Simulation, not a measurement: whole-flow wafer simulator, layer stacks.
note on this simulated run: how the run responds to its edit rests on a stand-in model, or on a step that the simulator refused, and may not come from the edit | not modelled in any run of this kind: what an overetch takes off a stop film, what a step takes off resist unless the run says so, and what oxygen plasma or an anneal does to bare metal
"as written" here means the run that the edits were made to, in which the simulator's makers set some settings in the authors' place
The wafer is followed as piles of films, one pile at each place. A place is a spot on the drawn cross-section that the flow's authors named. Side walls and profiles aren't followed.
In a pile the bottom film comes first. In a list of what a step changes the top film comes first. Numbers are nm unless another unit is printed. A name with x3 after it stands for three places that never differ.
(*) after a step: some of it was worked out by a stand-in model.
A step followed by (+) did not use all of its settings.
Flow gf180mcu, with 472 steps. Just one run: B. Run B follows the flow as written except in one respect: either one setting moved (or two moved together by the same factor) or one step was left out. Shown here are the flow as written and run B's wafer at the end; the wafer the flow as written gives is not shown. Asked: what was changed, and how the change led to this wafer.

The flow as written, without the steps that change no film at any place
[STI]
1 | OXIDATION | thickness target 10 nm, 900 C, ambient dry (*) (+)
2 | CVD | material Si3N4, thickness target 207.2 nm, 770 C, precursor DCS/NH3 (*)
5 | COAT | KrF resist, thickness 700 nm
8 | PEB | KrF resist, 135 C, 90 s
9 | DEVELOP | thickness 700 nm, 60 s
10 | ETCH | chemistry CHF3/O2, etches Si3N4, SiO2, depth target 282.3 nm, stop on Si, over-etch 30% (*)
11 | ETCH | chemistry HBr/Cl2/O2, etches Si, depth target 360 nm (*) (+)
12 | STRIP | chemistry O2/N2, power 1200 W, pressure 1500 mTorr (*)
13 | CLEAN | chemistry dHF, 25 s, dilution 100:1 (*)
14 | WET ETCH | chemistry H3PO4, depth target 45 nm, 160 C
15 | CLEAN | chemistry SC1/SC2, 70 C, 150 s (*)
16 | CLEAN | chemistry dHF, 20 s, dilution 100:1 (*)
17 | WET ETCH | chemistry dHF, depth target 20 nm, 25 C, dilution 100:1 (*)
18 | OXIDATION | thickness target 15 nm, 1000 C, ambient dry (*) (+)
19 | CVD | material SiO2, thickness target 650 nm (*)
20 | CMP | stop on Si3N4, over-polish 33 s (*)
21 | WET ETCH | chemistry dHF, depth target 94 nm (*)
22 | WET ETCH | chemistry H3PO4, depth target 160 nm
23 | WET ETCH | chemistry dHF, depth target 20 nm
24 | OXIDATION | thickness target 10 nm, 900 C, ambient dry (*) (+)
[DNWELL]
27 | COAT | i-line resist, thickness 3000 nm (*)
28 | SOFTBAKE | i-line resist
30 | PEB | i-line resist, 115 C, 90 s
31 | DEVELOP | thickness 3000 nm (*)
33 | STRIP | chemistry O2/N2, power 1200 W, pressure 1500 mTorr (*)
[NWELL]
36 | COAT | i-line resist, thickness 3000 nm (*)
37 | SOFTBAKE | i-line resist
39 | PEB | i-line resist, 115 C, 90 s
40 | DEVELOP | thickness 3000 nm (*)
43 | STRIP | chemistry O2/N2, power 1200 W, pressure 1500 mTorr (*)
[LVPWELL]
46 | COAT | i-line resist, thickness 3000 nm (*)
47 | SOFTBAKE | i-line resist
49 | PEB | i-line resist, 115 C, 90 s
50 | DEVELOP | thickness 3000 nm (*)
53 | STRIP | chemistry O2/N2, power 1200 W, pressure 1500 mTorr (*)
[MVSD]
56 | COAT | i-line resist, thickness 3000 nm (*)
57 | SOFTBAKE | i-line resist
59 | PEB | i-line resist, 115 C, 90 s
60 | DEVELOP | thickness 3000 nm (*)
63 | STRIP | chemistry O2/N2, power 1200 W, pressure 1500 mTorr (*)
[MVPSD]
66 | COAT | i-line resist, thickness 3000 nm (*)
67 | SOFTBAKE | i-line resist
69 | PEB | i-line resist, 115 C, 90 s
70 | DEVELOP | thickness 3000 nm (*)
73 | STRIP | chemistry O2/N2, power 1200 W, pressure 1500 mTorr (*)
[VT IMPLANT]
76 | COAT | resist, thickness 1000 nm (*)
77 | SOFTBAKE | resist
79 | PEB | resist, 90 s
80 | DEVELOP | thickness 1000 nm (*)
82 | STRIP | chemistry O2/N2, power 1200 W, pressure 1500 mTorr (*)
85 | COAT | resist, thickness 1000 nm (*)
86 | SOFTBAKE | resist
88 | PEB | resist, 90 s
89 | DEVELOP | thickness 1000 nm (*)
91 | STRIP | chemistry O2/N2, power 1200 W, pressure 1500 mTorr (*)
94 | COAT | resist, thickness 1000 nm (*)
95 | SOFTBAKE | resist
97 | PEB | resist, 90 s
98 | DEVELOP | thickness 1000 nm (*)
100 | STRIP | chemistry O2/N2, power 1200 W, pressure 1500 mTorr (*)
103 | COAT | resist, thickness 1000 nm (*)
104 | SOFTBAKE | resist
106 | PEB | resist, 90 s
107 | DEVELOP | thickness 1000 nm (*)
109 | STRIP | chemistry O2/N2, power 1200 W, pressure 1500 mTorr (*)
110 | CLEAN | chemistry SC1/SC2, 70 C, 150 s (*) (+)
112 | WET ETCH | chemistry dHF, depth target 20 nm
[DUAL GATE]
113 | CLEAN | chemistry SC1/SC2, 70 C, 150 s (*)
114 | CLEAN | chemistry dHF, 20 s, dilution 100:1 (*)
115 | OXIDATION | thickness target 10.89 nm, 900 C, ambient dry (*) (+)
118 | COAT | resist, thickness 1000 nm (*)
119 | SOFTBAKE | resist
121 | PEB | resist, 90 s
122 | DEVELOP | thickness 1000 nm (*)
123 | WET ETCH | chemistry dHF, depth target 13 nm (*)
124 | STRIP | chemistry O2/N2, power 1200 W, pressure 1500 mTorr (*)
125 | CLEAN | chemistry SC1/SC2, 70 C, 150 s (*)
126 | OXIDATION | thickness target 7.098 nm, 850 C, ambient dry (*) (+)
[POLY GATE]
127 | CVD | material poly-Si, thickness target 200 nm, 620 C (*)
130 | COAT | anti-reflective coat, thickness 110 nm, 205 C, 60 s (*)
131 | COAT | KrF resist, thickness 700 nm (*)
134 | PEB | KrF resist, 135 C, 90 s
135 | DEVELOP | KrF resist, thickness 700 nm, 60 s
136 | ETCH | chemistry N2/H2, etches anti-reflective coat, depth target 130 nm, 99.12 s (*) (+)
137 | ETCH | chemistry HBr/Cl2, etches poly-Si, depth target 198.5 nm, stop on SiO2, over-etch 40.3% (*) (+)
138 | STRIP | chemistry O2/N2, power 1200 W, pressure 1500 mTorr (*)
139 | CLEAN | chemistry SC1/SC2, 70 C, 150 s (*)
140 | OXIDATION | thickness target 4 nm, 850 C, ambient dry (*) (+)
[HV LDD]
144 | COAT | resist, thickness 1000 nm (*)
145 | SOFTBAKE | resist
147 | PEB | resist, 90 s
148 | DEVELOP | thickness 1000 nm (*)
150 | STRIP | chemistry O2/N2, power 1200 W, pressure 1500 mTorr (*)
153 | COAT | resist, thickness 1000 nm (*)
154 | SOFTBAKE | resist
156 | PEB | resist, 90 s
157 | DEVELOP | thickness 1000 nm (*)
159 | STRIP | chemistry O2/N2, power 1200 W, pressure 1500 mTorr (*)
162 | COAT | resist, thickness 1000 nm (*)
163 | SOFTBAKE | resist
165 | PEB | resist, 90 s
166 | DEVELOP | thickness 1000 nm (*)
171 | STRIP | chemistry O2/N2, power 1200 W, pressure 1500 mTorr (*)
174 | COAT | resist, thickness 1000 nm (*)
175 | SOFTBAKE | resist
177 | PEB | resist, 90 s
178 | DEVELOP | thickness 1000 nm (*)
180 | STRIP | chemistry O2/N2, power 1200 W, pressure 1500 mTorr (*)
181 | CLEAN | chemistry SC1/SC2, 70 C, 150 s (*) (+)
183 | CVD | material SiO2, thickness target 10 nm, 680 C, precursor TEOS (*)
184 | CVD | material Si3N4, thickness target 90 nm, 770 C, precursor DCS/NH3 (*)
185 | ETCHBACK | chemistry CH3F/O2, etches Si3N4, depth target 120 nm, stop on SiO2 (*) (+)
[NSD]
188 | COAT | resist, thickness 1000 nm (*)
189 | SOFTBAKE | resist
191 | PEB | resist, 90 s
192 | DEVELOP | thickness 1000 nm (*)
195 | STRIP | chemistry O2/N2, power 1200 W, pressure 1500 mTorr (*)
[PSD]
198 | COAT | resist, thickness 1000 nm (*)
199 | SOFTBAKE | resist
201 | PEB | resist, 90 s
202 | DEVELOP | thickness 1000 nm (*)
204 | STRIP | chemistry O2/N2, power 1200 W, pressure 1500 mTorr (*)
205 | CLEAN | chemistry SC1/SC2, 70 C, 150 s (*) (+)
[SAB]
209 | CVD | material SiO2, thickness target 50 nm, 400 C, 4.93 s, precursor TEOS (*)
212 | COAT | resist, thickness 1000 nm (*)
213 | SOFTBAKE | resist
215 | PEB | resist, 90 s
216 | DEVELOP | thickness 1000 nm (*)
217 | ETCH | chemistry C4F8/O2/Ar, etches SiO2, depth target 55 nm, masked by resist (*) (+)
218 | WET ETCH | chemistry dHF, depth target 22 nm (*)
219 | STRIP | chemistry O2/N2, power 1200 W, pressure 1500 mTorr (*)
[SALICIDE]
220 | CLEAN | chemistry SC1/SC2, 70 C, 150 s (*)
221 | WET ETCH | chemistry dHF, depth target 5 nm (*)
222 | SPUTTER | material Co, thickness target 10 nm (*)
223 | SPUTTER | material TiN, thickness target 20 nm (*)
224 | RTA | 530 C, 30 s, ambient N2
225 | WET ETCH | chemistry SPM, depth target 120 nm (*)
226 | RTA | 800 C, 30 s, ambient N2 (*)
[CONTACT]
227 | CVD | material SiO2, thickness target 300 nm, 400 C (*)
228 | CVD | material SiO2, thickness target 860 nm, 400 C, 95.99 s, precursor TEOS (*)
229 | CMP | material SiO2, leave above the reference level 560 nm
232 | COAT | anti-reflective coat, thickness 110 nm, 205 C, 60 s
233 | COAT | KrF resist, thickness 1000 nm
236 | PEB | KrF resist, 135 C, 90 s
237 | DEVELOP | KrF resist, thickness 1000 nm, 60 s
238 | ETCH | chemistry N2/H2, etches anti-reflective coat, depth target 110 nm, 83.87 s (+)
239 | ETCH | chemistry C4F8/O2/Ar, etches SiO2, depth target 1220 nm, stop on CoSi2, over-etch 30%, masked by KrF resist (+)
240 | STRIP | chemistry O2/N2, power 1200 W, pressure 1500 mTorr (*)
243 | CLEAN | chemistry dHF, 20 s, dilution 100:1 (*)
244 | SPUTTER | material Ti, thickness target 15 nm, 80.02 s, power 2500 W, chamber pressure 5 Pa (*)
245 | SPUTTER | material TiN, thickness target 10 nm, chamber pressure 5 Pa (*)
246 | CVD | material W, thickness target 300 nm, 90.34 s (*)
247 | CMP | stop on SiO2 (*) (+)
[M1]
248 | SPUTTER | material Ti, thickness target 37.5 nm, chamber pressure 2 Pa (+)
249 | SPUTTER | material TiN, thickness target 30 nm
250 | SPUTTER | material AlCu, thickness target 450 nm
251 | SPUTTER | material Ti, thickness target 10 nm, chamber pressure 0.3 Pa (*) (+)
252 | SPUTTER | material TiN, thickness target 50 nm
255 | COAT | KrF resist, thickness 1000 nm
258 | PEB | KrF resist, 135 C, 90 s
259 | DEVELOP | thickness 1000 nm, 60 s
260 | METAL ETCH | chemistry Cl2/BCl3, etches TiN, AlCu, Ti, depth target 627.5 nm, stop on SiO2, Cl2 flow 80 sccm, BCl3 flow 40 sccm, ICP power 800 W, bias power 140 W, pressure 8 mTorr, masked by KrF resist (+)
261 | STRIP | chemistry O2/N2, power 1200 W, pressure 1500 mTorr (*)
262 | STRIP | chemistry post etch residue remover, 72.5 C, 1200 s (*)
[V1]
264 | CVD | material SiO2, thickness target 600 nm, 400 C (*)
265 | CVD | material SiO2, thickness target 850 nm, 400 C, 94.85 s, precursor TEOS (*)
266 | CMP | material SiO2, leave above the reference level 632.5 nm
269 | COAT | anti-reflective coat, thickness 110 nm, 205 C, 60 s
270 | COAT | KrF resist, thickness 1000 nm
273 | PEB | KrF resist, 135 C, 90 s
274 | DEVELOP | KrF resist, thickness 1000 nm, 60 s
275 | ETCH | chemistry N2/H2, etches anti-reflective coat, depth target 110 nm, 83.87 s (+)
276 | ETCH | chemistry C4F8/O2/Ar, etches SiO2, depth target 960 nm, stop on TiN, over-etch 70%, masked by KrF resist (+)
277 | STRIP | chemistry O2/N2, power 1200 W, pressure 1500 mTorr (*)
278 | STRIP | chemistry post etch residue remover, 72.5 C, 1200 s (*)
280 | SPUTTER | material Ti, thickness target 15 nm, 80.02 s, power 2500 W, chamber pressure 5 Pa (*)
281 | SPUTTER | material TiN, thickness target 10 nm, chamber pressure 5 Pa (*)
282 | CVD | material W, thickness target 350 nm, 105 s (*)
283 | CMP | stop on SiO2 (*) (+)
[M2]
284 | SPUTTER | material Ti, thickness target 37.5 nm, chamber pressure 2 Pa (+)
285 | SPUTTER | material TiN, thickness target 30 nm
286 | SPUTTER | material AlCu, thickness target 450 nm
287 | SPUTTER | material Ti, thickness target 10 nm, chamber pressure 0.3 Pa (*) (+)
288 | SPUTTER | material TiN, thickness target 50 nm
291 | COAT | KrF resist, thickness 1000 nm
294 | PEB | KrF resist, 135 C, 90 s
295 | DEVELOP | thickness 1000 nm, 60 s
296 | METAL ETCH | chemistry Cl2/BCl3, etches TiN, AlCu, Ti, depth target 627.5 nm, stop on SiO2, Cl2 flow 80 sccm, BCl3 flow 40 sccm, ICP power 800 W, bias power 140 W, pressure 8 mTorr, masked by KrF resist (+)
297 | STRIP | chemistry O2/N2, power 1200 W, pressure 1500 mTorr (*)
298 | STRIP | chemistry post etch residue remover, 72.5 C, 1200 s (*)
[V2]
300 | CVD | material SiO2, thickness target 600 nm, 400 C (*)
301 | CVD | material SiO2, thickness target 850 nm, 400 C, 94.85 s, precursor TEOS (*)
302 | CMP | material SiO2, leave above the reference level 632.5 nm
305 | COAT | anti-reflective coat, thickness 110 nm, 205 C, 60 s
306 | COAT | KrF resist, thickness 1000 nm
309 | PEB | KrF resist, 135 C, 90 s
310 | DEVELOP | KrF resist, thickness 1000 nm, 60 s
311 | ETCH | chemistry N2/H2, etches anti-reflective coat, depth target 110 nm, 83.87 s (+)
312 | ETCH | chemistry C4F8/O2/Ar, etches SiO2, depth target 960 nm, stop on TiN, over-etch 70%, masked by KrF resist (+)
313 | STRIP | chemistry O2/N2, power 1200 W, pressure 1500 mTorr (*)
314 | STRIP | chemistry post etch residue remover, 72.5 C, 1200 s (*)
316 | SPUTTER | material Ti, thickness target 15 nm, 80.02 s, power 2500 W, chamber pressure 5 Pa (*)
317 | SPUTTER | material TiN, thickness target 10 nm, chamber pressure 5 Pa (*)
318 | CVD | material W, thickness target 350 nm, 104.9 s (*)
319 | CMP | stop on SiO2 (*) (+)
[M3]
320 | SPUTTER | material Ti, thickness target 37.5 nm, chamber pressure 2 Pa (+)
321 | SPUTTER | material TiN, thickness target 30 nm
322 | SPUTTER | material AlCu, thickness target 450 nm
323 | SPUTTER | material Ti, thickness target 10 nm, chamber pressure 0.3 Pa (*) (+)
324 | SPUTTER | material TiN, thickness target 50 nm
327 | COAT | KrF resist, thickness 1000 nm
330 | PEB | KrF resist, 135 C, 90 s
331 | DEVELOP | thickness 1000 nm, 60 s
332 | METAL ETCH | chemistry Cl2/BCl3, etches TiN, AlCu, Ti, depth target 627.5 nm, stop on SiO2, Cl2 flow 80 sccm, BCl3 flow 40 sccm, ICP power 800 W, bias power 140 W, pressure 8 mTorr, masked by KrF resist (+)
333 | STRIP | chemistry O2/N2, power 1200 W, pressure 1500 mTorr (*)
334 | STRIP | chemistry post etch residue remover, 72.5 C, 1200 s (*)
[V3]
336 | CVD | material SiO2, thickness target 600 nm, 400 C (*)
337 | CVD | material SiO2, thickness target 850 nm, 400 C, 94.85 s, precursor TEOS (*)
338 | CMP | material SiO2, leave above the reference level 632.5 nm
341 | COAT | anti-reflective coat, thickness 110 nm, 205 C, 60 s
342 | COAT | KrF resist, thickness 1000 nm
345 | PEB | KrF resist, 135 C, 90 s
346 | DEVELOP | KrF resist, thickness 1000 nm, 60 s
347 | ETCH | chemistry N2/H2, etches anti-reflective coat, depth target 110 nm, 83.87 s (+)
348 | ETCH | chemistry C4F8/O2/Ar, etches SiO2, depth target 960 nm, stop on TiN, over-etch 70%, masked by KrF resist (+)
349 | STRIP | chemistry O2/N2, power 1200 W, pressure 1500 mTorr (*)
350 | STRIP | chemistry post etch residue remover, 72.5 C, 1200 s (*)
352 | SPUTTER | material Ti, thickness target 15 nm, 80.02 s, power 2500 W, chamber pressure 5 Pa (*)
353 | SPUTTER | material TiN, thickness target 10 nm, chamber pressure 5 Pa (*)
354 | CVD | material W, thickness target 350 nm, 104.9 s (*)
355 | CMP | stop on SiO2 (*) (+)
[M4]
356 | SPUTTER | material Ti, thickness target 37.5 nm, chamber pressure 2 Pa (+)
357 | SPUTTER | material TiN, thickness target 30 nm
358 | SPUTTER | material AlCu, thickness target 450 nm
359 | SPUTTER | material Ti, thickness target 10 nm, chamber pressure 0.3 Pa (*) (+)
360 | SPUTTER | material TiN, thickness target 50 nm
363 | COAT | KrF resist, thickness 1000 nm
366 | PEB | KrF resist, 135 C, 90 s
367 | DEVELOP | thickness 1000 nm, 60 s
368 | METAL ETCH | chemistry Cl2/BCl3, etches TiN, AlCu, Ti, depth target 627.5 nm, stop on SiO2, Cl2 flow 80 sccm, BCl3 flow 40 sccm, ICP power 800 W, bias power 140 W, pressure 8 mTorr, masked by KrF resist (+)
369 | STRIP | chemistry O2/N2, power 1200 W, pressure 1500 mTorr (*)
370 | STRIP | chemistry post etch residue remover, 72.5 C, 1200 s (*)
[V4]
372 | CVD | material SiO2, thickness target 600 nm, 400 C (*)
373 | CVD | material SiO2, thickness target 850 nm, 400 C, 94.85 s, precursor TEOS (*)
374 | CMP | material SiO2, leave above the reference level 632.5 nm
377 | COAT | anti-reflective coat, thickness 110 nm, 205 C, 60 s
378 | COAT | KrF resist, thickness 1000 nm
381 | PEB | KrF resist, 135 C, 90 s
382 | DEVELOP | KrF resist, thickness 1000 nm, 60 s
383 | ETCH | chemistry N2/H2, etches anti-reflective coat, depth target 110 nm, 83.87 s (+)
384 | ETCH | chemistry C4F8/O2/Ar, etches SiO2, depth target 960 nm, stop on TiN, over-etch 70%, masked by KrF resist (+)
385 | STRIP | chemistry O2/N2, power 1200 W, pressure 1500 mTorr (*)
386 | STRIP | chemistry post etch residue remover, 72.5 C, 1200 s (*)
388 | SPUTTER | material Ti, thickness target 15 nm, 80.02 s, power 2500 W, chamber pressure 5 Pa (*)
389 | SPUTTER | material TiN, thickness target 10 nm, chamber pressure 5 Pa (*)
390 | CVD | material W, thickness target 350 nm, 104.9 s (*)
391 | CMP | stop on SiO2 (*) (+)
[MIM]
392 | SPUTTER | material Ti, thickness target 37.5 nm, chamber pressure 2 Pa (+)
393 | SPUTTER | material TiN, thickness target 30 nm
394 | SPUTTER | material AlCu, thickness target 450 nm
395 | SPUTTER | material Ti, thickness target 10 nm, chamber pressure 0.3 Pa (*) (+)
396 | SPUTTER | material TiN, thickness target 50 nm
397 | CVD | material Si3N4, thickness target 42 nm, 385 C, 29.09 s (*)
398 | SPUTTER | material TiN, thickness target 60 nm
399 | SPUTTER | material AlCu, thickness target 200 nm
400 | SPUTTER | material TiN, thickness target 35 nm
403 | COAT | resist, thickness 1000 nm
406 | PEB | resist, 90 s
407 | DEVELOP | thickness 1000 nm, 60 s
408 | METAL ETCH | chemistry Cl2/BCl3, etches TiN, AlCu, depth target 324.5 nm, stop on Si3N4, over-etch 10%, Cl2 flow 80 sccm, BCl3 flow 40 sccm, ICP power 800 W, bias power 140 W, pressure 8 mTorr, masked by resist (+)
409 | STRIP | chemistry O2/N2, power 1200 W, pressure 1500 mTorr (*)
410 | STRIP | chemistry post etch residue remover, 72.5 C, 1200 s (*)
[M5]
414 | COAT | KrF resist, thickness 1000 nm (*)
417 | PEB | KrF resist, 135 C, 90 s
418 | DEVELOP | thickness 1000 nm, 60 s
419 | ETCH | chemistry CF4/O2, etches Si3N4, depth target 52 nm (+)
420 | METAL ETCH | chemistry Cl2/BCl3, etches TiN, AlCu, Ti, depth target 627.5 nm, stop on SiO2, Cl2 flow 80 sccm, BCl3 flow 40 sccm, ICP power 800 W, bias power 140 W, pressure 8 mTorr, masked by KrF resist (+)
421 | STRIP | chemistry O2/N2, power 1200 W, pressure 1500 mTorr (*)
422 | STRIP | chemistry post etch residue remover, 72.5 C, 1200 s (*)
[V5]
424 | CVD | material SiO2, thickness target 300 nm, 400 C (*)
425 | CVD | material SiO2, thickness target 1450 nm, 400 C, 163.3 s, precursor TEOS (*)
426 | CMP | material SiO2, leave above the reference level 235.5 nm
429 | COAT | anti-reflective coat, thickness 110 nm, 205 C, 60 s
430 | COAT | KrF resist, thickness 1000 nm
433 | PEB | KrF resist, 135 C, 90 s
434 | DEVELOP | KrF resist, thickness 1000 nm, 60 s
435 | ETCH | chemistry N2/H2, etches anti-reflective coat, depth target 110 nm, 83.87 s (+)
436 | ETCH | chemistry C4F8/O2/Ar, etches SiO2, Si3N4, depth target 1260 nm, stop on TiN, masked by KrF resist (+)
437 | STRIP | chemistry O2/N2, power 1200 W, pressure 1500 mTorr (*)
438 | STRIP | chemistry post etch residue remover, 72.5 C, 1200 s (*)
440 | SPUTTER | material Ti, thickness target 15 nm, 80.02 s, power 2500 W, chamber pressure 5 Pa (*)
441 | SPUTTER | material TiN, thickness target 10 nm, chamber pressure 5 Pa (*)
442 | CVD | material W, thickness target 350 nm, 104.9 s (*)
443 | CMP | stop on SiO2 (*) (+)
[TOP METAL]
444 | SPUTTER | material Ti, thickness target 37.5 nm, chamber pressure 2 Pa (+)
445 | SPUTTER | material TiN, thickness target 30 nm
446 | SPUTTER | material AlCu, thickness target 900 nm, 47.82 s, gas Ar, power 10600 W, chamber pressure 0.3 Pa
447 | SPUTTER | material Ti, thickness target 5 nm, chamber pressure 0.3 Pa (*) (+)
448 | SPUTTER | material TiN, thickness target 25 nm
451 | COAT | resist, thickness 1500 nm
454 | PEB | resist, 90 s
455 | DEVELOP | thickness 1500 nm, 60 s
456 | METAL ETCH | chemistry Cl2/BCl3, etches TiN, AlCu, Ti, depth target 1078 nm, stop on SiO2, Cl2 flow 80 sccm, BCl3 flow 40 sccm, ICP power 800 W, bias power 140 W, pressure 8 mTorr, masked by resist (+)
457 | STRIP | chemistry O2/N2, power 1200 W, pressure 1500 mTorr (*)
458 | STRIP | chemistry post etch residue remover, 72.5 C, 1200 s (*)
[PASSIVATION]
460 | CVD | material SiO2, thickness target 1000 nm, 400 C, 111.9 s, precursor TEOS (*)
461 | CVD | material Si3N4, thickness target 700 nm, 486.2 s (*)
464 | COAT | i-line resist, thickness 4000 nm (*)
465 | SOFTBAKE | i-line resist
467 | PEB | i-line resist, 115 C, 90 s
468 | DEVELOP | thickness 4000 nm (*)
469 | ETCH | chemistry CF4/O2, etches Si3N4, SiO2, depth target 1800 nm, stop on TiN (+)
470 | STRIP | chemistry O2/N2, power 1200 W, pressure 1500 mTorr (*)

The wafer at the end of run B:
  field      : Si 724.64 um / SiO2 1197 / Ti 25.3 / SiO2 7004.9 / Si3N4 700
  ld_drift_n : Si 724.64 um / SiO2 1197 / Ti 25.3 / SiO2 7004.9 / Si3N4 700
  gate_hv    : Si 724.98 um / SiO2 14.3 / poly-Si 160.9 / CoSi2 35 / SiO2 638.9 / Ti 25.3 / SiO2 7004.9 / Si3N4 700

Cause: step 260, METAL ETCH: depth target 552.2 nm was run, whereas the flow has depth target 627.5 nm.

Step by step, how the change led to this:
  260 | METAL ETCH | chemistry Cl2/BCl3, etches TiN, AlCu, Ti, depth target 627.5 nm, stop on SiO2, Cl2 flow 80 sccm, BCl3 flow 40 sccm, ICP power 800 W, bias power 140 W, pressure 8 mTorr, masked by KrF resist (+)
      field, field__w1, field__w2 and 99 more: -50 TiN (all of it), -10 Ti (all of it), -450 AlCu (all of it), -30 TiN (all of it), -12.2 Ti (it would be, as written: -50 TiN (all of it), -10 Ti (all of it), -450 AlCu (all of it), -30 TiN (all of it), -37.5 Ti (all of it))
      field__w8, contact, m1 and 6 more: -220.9 KrF resist (it would be, as written: -251 KrF resist)
  261 | STRIP | chemistry O2/N2, power 1200 W, pressure 1500 mTorr (*)
      field__w8, contact, m1 and 6 more: -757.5 KrF resist (all of it) (it would be, as written: -727.4 KrF resist (all of it))
  264 | CVD | material SiO2, thickness target 600 nm, 400 C (*)
      field, field__w1, field__w2 and 99 more: +600 SiO2 (new film) (it would be, as written: +600 SiO2)
  266 | CMP | material SiO2, leave above the reference level 632.5 nm
      field, field__w1, field__w2 and 99 more: -325.3 SiO2 (it would be, as written: -300 SiO2)
If metal films that touch count as one body, field has 1 body; the flow as written gives 0 bodies.
If metal films that touch count as one body, ld_drift_n has 1 body; the flow as written gives 0 bodies.
If metal films that touch count as one body, gate_hv has 2 bodies (between them, from the top down: SiO2 638.9); the flow as written gives 1 body.
